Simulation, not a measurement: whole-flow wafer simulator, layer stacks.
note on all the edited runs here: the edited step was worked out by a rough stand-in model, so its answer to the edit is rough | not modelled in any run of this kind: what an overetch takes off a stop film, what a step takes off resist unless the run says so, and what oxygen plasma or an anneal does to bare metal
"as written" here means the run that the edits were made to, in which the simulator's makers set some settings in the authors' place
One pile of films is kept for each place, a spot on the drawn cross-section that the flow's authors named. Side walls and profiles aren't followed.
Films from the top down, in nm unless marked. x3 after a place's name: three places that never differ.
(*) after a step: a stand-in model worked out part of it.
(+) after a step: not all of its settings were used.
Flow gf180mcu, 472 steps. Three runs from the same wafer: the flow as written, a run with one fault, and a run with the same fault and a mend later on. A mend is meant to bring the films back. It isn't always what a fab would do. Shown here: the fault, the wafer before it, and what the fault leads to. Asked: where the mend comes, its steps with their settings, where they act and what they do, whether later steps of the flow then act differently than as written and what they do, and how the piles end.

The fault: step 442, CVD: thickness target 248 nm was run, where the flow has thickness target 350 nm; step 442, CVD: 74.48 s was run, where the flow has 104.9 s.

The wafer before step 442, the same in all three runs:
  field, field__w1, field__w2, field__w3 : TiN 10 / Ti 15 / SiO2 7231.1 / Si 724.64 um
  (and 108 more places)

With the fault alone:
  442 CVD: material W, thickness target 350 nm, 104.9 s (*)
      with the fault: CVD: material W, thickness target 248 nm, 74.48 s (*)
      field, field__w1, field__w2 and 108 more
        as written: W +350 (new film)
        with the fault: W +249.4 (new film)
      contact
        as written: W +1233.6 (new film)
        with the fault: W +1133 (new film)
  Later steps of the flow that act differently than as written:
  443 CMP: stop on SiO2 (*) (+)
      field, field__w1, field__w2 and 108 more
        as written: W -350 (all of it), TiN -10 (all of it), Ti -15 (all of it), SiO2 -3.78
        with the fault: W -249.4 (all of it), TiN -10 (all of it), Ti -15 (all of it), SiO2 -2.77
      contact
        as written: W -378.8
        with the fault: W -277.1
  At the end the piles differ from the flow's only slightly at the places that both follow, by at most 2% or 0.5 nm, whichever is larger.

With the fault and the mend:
  The mend comes after step 442.
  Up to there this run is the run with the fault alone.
  442a CVD: material W, thickness target 102 nm, 30.57 s (the flow's step 442 once more, with other settings)
      field, field__w1, field__w2 and 109 more
        W +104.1
  No later step of the flow acts differently than as written, at any place that is followed, by more than 2% or 0.5 nm, whichever is larger.
  At the end the piles differ from the flow's only slightly at the places that both follow, by at most 2% or 0.5 nm, whichever is larger.
